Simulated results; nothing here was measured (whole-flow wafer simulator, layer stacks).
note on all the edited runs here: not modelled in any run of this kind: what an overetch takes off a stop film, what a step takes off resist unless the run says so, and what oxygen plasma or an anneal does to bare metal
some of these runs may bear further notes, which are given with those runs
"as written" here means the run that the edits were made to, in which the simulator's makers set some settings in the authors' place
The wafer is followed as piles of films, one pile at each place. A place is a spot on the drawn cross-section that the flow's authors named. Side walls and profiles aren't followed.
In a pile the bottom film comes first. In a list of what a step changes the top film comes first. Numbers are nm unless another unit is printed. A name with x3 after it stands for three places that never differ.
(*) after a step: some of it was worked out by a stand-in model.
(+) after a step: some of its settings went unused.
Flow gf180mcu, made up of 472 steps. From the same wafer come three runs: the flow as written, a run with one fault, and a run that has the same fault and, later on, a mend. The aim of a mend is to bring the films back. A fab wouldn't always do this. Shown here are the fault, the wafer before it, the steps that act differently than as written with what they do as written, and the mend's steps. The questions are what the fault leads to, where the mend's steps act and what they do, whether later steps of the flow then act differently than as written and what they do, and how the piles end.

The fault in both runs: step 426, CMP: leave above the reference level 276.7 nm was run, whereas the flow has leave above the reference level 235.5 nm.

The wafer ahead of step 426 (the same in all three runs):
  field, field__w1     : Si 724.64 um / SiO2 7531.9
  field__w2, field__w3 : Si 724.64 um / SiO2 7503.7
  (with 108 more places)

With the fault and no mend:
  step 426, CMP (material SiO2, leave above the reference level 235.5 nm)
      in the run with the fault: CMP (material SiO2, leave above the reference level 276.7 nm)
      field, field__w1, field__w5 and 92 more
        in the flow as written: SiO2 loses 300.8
        in the run with the fault: SiO2 loses 259.6
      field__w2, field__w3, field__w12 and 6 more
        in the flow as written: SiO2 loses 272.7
        in the run with the fault: SiO2 loses 231.5
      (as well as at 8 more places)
  Steps later in the flow that act otherwise than as written (2 other steps are not shown; they differ only slightly, by no more than 2% or 0.5 nm, whichever is larger):
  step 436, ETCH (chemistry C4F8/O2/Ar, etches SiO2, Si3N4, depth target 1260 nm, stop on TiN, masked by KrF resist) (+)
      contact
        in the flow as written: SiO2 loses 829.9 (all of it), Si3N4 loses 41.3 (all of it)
        in the run with the fault: SiO2 loses 871.1 (all of it), Si3N4 loses 41.3 (all of it)
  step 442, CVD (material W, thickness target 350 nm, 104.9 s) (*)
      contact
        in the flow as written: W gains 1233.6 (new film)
        in the run with the fault: W gains 1275.1 (new film)
  By the end, the piles at field__w4, field__w8, contact, m1, m1__w1, mim, mim_1p0, m1_nw depart from the flow's by more than 2% or 0.5 nm, whichever is larger.
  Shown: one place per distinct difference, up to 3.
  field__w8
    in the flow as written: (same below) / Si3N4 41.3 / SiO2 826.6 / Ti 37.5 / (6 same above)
    in the run with the fault: (same below) / Si3N4 41.3 / SiO2 867.8 / Ti 37.5 / (6 same above)
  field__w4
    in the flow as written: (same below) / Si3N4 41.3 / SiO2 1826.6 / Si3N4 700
    in the run with the fault: (same below) / Si3N4 41.3 / SiO2 1867.8 / Si3N4 700
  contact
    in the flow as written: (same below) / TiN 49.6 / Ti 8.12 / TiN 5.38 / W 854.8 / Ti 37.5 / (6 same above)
    in the run with the fault: (same below) / TiN 49.6 / Ti 7.93 / TiN 5.25 / W 896.3 / Ti 37.5 / (6 same above)

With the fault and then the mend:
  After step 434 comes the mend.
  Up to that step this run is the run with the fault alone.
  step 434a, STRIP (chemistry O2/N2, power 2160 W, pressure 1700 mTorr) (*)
      field, field__w1, field__w2 and 108 more
        KrF resist loses 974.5 (all of it), anti-reflective coat loses 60 (all of it)
      contact
        anti-reflective coat loses 60 (all of it)
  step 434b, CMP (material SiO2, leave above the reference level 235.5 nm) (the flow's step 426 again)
      field, field__w1, field__w2 and 109 more
        SiO2 loses 41.2
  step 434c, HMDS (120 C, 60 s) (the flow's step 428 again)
      does not change any film at any place that is followed
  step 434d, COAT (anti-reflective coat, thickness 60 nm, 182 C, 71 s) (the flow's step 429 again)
      field, field__w1, field__w2 and 109 more
        anti-reflective coat gains 60 (new film)
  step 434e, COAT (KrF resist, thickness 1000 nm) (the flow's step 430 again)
      field, field__w1, field__w2 and 109 more
        KrF resist gains 1000 (new film)
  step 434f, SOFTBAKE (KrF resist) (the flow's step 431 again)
      does not change any film at any place that is followed
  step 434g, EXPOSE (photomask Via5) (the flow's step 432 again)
      does not change any film at any place that is followed
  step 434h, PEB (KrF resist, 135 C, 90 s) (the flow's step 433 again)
      field, field__w1, field__w2 and 109 more
        KrF resist loses 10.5
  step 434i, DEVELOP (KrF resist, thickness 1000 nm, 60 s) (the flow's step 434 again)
      field, field__w1, field__w2 and 108 more
        KrF resist loses 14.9
      contact
        KrF resist loses 989.5 (all of it)
  None of the later steps of the flow acts differently than as written at any place that is followed.
  At every place that both follow, the piles at the end match the flow's.
